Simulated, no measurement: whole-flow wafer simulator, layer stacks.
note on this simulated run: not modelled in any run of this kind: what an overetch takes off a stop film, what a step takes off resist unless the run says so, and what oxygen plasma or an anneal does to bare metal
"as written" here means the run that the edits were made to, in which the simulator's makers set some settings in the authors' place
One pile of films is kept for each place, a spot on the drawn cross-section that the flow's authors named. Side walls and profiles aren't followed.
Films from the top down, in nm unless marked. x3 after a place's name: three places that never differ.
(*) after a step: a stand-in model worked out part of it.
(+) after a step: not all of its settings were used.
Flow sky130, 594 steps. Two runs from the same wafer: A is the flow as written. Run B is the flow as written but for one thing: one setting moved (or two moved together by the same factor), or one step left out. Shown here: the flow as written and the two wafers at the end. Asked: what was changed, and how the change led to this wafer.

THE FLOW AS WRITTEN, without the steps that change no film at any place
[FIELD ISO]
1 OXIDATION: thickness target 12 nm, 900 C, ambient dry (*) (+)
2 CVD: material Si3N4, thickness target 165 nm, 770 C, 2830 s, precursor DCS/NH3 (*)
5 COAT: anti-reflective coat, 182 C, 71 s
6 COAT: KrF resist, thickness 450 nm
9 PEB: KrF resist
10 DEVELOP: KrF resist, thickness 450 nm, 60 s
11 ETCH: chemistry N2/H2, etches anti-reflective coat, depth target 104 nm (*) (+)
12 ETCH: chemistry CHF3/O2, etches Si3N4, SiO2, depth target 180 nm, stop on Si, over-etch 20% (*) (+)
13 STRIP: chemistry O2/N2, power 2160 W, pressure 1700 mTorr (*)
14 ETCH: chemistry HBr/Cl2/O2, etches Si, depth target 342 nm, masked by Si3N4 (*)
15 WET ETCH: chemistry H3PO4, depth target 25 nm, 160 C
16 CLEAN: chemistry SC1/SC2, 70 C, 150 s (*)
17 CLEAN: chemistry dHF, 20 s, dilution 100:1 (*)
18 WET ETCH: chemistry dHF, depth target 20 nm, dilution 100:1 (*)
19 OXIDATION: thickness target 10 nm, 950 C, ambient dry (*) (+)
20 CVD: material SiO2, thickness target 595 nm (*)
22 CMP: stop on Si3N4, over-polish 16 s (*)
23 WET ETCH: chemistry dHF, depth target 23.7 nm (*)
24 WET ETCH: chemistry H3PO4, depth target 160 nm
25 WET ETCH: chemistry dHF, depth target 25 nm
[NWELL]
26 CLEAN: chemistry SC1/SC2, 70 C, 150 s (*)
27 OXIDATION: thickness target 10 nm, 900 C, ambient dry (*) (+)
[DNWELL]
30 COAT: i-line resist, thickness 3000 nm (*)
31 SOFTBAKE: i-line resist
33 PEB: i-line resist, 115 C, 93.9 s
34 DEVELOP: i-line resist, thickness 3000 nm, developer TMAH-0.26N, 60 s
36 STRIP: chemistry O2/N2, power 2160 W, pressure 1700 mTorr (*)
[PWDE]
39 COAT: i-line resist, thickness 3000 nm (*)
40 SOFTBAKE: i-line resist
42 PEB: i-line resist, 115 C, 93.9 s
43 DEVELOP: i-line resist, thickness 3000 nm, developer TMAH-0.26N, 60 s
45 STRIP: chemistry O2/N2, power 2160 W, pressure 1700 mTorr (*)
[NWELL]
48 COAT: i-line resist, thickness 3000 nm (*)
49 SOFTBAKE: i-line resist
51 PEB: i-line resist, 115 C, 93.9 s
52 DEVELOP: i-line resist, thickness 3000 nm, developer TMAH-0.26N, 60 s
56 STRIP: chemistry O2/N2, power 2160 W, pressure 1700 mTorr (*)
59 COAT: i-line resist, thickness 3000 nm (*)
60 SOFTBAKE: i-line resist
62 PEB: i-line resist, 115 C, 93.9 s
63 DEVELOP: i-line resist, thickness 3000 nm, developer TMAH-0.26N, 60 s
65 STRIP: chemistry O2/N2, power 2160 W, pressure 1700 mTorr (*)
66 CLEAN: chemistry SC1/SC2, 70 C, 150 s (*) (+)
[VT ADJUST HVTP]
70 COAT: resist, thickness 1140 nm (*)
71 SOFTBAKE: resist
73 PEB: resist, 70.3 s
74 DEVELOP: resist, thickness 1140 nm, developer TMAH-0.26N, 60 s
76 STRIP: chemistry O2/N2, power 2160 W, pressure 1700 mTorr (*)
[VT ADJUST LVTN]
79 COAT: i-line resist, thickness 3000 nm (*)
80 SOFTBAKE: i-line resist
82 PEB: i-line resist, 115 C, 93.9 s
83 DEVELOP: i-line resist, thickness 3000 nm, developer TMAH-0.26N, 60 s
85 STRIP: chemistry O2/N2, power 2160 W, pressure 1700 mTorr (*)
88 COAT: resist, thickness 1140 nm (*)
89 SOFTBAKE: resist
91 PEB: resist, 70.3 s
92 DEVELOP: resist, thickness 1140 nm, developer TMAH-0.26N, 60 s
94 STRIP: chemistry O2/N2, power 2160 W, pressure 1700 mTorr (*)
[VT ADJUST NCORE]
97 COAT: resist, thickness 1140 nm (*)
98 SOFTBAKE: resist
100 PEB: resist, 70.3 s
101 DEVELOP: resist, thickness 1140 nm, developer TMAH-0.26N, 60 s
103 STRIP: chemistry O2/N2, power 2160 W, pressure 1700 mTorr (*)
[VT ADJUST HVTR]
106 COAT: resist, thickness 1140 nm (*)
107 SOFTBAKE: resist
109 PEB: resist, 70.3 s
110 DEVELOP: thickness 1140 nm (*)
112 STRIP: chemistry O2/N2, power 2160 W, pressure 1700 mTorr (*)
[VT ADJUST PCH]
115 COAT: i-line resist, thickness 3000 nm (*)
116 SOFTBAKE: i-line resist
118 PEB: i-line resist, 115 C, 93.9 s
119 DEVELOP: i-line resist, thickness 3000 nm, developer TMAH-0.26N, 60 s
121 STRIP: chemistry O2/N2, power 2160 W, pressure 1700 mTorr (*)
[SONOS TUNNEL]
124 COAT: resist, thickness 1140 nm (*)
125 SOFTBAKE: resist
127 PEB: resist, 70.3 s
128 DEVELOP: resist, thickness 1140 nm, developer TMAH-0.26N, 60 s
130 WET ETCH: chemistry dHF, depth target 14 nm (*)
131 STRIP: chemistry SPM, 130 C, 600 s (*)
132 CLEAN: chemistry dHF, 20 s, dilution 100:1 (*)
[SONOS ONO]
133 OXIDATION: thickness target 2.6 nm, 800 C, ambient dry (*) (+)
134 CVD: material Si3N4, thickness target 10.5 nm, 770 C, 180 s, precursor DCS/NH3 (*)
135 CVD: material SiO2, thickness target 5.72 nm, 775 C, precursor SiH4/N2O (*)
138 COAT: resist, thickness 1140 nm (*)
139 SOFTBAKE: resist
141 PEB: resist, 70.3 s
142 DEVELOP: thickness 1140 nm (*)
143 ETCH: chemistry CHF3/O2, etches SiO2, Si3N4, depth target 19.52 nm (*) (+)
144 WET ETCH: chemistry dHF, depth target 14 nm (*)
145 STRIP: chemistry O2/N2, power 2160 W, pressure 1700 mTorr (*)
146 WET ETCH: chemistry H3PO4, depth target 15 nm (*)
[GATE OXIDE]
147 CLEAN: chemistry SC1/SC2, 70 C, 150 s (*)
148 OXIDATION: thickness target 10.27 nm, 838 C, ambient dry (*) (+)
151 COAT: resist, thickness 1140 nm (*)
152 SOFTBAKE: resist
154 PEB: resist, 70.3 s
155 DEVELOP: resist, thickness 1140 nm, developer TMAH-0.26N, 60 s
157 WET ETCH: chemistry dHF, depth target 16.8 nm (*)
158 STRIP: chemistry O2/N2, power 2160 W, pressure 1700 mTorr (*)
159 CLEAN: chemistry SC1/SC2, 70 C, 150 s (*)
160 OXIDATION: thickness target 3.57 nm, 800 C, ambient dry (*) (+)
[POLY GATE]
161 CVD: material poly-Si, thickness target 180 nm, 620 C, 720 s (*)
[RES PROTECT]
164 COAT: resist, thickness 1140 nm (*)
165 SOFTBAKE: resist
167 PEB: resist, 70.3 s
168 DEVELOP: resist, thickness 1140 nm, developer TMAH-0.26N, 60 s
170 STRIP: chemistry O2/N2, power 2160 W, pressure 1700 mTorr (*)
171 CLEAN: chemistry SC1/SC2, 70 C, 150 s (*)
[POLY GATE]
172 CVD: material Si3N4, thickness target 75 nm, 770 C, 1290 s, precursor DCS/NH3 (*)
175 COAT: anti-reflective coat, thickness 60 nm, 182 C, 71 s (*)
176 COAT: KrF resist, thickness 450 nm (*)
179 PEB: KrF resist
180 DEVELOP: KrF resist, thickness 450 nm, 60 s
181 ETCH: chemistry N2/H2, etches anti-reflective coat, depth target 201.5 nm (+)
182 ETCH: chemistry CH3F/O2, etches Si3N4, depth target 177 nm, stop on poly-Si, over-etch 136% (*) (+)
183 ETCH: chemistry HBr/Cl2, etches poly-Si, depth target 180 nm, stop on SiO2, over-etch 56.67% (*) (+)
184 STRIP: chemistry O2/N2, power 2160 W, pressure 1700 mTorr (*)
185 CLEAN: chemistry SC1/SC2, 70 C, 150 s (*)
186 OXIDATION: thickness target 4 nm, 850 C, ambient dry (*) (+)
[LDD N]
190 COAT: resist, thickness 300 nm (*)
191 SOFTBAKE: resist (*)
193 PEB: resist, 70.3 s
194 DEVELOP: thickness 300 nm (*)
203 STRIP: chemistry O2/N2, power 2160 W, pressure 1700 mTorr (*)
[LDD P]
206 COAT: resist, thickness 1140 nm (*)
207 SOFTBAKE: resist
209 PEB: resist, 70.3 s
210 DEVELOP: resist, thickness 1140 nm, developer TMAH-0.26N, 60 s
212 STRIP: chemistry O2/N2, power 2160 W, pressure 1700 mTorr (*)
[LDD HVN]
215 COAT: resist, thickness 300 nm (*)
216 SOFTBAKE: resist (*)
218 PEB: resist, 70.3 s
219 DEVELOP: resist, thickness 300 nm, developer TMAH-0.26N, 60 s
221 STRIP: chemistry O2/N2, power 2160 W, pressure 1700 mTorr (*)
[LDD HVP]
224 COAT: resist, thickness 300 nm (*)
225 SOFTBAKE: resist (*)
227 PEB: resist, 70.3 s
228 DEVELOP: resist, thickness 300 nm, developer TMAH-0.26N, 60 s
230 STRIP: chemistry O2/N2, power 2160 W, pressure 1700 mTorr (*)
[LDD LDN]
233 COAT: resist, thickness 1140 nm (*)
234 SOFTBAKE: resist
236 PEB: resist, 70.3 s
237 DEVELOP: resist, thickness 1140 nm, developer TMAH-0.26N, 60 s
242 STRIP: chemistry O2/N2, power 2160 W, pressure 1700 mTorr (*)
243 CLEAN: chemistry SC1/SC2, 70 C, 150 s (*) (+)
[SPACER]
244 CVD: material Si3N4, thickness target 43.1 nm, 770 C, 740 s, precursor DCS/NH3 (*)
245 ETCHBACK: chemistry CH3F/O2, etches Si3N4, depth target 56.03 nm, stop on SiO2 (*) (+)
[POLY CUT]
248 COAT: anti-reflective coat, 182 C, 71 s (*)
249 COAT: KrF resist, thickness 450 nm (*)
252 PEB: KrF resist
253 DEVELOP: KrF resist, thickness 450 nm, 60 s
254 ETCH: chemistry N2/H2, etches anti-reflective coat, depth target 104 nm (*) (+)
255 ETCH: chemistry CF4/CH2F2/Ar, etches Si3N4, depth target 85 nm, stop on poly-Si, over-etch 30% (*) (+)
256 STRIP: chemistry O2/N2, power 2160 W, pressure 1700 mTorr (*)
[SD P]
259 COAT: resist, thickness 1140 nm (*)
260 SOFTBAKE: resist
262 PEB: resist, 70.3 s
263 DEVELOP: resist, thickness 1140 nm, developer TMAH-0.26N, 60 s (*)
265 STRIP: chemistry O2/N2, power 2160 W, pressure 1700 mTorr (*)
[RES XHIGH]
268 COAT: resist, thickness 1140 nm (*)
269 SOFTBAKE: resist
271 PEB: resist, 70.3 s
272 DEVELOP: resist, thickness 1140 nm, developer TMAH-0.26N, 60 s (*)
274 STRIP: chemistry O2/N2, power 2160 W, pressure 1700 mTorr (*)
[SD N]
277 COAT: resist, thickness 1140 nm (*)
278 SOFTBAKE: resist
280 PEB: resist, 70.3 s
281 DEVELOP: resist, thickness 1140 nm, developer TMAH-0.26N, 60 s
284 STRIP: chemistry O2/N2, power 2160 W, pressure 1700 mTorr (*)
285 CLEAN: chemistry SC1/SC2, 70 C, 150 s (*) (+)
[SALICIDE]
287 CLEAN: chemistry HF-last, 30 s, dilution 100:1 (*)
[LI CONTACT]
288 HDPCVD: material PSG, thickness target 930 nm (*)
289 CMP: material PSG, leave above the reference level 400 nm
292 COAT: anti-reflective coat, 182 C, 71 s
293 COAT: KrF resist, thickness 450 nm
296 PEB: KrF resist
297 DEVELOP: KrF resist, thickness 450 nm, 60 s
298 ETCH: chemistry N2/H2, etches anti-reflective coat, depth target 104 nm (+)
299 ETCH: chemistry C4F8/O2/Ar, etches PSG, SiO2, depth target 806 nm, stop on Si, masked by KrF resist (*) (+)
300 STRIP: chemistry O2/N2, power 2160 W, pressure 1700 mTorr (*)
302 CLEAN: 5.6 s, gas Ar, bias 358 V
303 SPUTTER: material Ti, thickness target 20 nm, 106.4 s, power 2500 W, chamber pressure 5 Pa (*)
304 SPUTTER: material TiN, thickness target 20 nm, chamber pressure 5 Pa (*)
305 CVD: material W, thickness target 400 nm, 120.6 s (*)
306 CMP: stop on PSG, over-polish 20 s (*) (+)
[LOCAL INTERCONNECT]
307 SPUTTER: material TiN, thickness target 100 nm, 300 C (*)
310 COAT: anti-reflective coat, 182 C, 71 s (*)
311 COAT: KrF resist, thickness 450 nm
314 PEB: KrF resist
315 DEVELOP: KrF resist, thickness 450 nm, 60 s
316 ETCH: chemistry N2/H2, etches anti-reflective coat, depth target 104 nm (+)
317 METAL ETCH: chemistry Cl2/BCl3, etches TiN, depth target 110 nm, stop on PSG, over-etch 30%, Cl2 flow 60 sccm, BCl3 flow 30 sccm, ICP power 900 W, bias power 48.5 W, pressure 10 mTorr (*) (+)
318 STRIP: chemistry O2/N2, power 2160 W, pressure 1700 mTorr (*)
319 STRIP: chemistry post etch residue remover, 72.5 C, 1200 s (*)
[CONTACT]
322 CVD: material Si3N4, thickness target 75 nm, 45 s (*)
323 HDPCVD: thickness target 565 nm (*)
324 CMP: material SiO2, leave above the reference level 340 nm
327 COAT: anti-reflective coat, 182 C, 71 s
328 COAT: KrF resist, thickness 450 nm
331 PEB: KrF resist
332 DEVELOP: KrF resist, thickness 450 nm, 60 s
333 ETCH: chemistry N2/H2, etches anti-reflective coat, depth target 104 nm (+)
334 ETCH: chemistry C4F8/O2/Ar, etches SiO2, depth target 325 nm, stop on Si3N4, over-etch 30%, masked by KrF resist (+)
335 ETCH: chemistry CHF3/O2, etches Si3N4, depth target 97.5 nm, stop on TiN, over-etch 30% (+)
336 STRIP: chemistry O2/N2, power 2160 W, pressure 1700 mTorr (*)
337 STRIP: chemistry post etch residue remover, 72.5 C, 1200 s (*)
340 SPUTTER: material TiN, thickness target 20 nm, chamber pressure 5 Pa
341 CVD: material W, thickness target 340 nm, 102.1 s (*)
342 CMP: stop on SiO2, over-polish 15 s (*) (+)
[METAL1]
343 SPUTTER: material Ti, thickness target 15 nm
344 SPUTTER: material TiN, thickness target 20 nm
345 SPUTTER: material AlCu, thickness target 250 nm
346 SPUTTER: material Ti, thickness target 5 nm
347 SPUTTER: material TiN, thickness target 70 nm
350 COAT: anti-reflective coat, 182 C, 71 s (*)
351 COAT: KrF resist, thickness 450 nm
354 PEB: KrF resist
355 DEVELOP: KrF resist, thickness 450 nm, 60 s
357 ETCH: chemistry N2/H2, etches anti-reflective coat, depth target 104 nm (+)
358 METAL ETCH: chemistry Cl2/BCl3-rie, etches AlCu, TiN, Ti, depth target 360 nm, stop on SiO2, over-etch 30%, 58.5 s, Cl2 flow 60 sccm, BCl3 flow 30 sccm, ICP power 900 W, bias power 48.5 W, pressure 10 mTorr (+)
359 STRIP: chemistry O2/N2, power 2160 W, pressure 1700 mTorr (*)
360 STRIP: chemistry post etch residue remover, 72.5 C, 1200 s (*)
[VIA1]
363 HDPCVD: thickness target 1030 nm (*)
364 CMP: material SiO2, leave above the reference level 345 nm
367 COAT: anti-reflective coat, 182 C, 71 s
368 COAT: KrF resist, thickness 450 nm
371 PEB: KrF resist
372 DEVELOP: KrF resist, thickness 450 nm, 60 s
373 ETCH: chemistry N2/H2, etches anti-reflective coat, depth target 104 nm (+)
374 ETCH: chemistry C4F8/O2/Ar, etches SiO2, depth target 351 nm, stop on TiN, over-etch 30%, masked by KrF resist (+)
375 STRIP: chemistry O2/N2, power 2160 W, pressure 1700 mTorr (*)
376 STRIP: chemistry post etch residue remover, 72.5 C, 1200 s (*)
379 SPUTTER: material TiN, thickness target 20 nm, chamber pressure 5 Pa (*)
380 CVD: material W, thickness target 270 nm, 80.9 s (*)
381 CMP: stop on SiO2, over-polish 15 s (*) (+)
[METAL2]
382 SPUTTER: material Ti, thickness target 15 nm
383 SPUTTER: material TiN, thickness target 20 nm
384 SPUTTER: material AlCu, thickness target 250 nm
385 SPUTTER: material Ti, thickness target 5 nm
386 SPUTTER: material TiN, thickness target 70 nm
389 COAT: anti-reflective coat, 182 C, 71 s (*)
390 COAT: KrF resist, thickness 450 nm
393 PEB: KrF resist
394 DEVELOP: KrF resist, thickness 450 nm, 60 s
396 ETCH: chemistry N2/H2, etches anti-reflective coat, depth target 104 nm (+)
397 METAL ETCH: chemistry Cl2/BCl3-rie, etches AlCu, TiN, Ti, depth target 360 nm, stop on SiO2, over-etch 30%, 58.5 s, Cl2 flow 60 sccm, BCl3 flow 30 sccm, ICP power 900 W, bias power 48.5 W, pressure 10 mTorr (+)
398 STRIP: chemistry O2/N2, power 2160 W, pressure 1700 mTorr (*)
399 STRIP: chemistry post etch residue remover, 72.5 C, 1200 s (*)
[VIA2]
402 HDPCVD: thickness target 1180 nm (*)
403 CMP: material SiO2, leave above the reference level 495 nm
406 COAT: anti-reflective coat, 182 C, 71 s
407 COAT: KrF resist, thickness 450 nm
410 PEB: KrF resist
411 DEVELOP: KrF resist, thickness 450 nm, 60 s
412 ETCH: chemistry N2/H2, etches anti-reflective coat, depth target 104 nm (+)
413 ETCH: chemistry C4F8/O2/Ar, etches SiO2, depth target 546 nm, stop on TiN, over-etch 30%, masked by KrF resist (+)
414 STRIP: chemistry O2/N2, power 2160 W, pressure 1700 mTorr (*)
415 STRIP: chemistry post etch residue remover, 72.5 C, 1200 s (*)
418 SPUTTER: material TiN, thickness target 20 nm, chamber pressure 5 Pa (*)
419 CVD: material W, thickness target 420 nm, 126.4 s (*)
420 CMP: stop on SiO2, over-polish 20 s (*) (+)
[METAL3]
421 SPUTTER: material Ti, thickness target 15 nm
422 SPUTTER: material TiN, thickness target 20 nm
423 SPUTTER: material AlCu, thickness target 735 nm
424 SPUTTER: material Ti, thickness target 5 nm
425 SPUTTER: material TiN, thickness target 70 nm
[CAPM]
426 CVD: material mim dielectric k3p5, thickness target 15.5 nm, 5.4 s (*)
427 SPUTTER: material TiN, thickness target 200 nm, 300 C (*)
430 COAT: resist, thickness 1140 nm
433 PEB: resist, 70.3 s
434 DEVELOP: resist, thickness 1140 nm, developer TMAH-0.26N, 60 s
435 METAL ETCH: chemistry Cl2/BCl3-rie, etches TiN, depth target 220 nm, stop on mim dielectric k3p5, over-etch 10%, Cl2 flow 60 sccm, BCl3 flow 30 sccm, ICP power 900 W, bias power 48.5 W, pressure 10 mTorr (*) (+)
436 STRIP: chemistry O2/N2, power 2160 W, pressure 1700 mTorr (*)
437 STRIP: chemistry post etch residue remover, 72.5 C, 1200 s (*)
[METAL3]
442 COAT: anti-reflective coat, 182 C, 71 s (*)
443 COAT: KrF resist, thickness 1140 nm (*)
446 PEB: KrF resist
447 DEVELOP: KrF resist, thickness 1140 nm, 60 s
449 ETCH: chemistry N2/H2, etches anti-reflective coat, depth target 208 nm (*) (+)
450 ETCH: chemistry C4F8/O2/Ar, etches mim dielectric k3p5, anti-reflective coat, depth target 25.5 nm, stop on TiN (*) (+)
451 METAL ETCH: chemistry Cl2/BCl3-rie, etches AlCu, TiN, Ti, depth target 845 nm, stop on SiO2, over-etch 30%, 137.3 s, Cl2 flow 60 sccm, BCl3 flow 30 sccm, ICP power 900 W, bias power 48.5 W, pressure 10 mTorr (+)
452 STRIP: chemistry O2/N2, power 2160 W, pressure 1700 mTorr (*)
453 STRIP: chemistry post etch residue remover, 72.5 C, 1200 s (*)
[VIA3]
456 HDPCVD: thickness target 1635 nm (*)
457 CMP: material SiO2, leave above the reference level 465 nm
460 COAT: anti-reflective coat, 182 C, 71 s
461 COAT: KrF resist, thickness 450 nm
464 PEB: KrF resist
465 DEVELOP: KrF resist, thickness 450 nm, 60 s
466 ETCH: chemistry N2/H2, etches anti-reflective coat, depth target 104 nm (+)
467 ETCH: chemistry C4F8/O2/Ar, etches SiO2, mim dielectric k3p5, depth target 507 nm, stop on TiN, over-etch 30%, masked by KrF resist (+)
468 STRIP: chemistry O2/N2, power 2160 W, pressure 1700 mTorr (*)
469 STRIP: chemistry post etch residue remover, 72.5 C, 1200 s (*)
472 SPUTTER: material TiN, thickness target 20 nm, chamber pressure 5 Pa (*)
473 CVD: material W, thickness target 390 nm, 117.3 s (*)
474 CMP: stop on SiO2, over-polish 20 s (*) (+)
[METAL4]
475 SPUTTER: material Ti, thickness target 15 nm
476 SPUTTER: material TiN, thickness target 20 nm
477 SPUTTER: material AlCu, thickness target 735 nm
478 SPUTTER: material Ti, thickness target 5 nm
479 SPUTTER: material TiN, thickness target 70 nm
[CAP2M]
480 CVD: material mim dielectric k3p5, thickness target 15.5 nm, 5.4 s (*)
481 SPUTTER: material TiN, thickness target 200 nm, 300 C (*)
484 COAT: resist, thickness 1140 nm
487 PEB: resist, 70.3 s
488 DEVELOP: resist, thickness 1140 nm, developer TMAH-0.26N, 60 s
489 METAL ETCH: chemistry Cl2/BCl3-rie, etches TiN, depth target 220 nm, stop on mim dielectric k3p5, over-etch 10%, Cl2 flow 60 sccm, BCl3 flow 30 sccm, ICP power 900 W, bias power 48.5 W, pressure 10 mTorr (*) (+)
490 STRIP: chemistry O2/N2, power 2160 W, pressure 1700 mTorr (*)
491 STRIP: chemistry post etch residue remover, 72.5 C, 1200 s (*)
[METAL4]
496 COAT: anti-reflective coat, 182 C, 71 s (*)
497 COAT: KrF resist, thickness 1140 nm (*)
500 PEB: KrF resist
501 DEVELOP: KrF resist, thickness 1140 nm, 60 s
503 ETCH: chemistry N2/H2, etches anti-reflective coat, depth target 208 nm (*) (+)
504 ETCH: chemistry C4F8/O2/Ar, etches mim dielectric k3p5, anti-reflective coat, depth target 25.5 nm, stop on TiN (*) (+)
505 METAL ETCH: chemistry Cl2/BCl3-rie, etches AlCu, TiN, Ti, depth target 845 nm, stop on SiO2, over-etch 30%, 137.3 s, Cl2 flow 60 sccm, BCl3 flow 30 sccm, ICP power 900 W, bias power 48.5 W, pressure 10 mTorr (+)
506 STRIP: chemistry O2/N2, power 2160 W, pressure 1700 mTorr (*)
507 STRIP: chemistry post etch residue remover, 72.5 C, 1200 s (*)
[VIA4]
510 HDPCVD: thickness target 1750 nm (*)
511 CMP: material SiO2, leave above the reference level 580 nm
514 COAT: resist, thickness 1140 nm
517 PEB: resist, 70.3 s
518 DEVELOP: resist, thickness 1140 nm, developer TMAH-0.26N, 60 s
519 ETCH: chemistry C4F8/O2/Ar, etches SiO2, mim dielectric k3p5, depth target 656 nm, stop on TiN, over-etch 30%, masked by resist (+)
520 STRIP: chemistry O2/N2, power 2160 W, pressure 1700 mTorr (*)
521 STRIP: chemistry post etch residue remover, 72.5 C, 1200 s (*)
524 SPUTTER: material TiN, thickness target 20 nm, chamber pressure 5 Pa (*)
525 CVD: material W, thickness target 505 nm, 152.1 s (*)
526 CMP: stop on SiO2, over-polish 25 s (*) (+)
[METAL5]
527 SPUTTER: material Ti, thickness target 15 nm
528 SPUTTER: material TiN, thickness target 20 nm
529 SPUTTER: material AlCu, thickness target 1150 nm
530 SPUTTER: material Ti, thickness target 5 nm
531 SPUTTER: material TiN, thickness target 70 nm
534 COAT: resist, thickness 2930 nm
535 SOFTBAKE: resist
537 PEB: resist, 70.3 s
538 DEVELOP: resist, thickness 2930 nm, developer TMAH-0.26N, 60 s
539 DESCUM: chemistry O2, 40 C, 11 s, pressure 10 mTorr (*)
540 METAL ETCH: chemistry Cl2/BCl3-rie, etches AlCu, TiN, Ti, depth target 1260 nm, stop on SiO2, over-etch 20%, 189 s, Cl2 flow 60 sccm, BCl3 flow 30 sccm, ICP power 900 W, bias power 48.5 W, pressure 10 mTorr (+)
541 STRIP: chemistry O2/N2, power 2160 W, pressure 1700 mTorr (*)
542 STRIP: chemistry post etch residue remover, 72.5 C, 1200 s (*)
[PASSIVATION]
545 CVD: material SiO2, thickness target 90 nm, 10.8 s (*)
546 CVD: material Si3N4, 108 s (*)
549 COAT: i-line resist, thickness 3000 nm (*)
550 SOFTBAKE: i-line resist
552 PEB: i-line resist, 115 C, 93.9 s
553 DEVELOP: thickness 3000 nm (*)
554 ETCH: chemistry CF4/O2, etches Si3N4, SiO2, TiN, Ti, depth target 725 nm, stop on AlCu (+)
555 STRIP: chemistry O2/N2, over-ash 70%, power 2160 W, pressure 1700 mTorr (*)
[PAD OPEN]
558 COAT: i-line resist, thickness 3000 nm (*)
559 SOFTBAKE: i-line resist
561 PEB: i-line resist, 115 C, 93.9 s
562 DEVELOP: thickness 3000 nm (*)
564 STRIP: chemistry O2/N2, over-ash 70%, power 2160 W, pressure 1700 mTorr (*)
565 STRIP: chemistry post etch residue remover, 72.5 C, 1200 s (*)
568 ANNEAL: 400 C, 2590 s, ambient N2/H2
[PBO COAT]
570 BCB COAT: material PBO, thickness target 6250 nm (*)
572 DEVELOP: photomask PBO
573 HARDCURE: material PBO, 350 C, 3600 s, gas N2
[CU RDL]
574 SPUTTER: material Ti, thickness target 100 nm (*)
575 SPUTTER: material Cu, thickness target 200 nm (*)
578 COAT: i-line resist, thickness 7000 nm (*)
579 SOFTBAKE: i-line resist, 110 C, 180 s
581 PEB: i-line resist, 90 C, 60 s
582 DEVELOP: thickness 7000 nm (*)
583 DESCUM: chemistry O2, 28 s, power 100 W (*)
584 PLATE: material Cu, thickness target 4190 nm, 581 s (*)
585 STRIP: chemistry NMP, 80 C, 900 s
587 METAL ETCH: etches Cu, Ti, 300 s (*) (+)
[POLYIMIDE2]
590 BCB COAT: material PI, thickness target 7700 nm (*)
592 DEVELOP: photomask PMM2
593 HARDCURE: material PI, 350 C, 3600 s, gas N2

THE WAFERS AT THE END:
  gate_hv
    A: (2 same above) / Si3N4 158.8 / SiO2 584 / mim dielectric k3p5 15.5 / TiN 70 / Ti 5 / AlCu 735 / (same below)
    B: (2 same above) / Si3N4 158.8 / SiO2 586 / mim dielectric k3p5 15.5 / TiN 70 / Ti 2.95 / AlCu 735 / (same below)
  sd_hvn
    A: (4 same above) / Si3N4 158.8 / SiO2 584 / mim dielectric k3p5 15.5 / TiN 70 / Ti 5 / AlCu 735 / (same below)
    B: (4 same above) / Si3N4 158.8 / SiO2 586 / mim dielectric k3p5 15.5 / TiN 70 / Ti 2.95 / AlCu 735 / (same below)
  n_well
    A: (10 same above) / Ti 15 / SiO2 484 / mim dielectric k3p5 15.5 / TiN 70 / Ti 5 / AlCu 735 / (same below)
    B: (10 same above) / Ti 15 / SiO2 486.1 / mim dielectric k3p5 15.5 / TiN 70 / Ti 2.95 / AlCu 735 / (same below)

The cause: step 478, SPUTTER: thickness target 2.95 nm was run, where the flow has thickness target 5 nm.
It can be read off the wafer: gate_hv has Ti 2.95, and step 478 as written asks for 5 nm.

How the change led to this, step by step:
  478 SPUTTER: material Ti, thickness target 5 nm
      field, active, n_well and 189 more: A Ti +5 (new film) | B Ti +2.95 (new film)
  505 METAL ETCH: chemistry Cl2/BCl3-rie, etches AlCu, TiN, Ti, depth target 845 nm, stop on SiO2, over-etch 30%, 137.3 s, Cl2 flow 60 sccm, BCl3 flow 30 sccm, ICP power 900 W, bias power 48.5 W, pressure 10 mTorr (+)
      field, gate, spacer and 68 more: A TiN -70 (all of it), Ti -5 (all of it), AlCu -735 (all of it), TiN -20 (all of it), Ti -15 (all of it), SiO2 -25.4 | B TiN -70 (all of it), Ti -2.95 (all of it), AlCu -735 (all of it), TiN -20 (all of it), Ti -15 (all of it), SiO2 -25.6
      active, vpp_iso1, mim_edge_plate and 14 more: A TiN -70 (all of it), Ti -5 (all of it), AlCu -735 (all of it), TiN -20 (all of it), Ti -15 (all of it), SiO2 -25.3 | B TiN -70 (all of it), Ti -2.95 (all of it), AlCu -735 (all of it), TiN -20 (all of it), Ti -15 (all of it), SiO2 -25.6
